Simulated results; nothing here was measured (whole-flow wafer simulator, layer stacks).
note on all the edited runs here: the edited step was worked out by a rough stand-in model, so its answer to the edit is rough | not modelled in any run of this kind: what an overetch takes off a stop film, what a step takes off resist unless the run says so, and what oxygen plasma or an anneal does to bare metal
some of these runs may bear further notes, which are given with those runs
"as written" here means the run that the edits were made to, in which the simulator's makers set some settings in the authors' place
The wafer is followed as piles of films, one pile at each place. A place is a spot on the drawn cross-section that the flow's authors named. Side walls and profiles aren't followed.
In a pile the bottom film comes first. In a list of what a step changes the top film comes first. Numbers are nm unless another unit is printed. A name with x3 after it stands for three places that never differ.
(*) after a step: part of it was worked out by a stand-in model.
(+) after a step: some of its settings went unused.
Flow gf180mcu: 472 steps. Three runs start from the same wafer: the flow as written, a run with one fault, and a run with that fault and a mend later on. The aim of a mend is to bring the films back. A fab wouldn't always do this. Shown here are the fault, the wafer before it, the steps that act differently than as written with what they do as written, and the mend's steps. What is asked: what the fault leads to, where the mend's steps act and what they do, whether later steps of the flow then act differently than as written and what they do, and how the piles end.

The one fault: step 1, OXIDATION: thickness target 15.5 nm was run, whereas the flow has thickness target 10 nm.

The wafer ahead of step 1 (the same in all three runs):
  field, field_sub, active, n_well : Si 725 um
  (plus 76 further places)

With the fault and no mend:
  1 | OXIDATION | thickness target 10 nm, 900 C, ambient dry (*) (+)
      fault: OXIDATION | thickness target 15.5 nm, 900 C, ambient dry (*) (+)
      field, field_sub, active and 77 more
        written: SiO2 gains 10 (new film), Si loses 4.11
        fault: SiO2 gains 15.5 (new film), Si loses 6.53
  Later steps of the flow acting differently than as written (92 more steps, not shown, differ only slightly: by at most 2% or 0.5 nm, whichever is larger):
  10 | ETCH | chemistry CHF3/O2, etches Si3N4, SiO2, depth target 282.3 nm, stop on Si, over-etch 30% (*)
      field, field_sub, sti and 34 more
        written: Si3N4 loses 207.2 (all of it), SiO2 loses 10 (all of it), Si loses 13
        fault: Si3N4 loses 207.2 (all of it), SiO2 loses 15.5 (all of it), Si loses 11.9
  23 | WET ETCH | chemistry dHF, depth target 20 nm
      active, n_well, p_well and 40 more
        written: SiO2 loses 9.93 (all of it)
        fault: SiO2 loses 15.4 (all of it)
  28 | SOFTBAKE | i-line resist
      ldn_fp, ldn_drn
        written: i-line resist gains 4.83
        fault: i-line resist gains 5.49
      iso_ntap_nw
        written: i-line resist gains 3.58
        fault: i-line resist gains 4.1
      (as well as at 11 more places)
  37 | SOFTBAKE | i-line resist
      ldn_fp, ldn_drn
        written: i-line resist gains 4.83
        fault: i-line resist gains 5.49
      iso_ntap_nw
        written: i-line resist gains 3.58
        fault: i-line resist gains 4.1
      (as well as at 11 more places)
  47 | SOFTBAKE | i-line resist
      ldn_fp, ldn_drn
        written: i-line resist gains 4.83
        fault: i-line resist gains 5.49
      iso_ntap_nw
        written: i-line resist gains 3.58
        fault: i-line resist gains 4.1
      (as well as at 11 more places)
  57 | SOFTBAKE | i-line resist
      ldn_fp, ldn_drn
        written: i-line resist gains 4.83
        fault: i-line resist gains 5.49
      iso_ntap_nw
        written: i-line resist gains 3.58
        fault: i-line resist gains 4.1
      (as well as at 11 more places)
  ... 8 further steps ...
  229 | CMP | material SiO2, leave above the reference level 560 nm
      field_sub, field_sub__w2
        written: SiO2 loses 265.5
        fault: SiO2 loses 271.7
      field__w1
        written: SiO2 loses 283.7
        fault: SiO2 loses 289.6
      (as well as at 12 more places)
  By the end, the piles at ld_sd_n depart from the flow's by more than 2% or 0.5 nm, whichever is larger.
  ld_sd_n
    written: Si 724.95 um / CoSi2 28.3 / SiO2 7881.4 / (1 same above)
    fault: Si 724.95 um / CoSi2 27.7 / SiO2 7881.4 / (1 same above)

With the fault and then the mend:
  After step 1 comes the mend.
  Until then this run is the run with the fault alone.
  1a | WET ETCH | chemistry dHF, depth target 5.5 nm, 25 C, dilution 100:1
      field, field_sub, active and 77 more
        SiO2 loses 5.5
  Every later step of the flow that is run acts as written at every place that is followed.
  At the end the piles are close to the flow's at the places that both follow, differing by at most 2% or 0.5 nm, whichever is larger.
